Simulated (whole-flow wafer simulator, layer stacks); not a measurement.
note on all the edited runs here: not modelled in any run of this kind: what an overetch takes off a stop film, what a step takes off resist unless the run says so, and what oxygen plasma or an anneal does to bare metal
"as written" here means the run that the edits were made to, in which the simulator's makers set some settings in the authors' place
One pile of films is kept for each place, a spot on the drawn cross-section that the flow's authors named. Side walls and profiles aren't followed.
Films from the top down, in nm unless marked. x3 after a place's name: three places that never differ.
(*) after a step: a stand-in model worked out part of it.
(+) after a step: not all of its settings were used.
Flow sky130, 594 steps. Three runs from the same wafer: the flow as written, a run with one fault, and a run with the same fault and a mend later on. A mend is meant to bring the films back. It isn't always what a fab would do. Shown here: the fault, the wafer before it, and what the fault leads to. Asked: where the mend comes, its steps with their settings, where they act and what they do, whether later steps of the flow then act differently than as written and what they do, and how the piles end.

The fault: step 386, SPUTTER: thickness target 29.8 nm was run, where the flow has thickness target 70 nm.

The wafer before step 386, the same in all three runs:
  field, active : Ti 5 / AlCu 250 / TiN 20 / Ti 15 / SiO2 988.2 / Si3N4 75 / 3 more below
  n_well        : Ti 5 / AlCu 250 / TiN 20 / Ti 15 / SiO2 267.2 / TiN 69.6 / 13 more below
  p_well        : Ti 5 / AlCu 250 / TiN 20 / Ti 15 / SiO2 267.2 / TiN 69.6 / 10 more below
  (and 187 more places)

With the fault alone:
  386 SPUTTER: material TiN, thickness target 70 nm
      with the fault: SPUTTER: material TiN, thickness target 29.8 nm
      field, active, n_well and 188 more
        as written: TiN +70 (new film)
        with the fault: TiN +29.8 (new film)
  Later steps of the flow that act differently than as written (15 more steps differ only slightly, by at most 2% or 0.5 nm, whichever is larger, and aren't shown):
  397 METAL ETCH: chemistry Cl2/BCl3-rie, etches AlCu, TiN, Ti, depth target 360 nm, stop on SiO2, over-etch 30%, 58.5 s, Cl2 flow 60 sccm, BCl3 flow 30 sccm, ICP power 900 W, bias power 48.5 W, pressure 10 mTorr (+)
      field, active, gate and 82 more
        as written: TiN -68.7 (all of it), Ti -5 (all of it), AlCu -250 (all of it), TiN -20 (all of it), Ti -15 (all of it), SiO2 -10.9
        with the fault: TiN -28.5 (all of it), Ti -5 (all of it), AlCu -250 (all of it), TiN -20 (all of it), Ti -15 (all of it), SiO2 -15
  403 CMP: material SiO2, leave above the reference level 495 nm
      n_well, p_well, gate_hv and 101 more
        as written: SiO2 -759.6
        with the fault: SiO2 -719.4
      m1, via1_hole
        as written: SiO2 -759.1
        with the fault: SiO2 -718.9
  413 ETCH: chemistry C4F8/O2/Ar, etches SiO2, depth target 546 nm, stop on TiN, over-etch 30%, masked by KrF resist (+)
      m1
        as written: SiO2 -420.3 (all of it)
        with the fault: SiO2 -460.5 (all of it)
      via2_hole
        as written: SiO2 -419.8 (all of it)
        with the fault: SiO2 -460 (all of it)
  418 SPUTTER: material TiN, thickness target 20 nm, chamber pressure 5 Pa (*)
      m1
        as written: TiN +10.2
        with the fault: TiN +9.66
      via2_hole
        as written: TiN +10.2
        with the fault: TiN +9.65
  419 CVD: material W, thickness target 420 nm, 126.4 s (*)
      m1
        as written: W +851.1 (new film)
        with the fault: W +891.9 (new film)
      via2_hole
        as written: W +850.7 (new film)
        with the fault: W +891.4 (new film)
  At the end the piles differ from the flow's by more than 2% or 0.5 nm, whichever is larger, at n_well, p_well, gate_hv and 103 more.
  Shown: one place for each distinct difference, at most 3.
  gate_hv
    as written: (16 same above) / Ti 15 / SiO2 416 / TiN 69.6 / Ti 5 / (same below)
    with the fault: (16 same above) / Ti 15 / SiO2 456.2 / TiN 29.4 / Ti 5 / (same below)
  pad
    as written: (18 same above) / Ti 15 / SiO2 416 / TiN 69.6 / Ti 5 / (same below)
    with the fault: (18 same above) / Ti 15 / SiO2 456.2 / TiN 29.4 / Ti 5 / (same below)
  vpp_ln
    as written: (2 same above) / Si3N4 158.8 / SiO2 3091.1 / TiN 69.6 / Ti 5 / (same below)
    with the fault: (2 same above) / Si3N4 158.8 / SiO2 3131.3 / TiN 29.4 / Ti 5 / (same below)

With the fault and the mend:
  The mend comes after step 386.
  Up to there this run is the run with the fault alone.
  386a SPUTTER: material TiN, thickness target 40.2 nm (the flow's step 386 once more, with other settings)
      field, active, n_well and 188 more
        TiN +40.2
  No later step of the flow acts differently than as written at any place that is followed.
  At the end the piles are the same as the flow's at every place that both follow.
